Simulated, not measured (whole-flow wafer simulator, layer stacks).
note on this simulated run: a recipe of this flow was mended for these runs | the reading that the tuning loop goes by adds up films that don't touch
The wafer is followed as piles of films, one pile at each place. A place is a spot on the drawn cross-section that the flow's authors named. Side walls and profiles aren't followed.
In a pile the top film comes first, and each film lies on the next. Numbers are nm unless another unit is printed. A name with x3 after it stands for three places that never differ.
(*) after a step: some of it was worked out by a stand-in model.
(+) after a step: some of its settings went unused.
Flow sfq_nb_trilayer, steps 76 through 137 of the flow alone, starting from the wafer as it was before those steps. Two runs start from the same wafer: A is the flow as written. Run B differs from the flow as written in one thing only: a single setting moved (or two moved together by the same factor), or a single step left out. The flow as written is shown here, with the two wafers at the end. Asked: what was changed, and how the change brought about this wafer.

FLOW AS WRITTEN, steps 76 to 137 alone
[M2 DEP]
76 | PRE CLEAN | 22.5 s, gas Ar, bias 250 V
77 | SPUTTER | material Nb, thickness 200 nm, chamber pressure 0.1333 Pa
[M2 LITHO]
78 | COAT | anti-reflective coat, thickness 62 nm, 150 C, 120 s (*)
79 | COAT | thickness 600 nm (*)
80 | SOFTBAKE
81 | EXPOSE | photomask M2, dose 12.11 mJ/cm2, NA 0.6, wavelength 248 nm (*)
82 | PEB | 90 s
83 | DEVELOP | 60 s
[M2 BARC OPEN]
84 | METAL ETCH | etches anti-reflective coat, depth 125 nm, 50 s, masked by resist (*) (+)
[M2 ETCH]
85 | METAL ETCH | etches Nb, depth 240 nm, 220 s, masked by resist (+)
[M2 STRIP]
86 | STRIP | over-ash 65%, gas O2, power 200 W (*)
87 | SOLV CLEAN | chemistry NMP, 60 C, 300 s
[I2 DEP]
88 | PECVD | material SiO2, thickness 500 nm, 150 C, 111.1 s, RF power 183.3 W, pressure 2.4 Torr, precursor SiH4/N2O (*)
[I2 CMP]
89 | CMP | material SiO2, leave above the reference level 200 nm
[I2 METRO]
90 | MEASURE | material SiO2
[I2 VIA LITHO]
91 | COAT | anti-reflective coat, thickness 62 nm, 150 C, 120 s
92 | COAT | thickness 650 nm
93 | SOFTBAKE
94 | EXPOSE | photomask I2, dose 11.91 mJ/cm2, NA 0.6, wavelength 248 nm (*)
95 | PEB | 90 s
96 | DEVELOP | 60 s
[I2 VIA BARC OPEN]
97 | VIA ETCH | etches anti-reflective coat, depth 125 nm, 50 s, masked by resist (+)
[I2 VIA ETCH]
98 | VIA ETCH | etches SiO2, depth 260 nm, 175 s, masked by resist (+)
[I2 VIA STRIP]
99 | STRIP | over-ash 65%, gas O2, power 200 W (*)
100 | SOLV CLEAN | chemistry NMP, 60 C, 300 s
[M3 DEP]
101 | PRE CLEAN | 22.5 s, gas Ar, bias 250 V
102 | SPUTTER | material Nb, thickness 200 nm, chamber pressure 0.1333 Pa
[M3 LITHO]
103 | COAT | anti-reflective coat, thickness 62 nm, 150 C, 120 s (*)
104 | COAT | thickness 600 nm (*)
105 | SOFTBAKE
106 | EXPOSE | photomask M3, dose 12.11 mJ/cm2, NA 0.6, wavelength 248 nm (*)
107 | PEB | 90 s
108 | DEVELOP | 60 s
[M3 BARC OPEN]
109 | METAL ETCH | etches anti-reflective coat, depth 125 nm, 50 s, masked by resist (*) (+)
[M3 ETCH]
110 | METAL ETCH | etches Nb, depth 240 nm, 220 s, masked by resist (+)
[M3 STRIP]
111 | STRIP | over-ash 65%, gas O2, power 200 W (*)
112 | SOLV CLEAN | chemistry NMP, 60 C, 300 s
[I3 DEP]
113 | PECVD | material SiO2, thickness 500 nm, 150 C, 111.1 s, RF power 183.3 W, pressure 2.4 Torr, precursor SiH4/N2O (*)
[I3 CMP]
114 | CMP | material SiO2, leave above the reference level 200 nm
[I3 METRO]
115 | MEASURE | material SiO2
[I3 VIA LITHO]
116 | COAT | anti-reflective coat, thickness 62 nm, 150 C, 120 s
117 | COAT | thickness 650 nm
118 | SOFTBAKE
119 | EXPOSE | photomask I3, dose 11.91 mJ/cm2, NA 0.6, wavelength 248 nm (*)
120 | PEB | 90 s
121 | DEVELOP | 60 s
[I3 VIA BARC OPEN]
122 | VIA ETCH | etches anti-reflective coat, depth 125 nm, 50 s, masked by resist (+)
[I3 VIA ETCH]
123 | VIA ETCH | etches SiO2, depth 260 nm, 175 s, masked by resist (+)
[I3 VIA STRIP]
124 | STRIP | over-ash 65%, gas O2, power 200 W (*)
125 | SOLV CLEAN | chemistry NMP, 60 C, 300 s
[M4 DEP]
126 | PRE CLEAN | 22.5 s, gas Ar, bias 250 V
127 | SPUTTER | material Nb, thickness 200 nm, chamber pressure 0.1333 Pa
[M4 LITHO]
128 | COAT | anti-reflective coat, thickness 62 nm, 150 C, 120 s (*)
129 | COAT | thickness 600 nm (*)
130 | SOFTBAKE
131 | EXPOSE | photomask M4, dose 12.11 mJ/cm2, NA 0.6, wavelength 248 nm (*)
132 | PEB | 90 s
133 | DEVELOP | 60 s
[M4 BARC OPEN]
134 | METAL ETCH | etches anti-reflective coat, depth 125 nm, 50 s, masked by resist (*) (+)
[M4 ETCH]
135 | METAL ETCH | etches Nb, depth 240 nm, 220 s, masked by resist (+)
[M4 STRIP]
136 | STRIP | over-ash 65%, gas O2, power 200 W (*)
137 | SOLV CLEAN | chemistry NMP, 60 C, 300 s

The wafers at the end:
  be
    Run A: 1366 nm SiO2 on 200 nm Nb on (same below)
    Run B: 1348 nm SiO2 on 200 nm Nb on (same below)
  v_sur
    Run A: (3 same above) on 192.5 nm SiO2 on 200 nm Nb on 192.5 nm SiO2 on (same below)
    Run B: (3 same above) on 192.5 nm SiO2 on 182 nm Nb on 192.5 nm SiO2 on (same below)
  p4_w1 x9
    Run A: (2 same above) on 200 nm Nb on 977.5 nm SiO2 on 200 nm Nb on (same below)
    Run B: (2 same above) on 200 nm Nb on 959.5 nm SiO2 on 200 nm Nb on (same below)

The reason: step 77, SPUTTER: thickness 182 nm was run, whereas the flow has thickness 200 nm.
The wafer lets one read it off: v_sur has Nb 182, and step 77 as written asks for 200 nm.

Step by step, how the change led to this:
  77 | SPUTTER | material Nb, thickness 200 nm, chamber pressure 0.1333 Pa
      field_l, v_sur, via_wl and 102 more: A +200 Nb (new film) | B +182 Nb (new film)
      via_v: A +172.8 Nb | B +157.5 Nb
  85 | METAL ETCH | etches Nb, depth 240 nm, 220 s, masked by resist (+)
      field_l, be, be_sur and 81 more: A -200 Nb (all of it), -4 SiO2 | B -182 Nb (all of it), -5.8 SiO2
  89 | CMP | material SiO2, leave above the reference level 200 nm
      field_l, be, be_sur and 81 more: A -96 SiO2 | B -112.2 SiO2
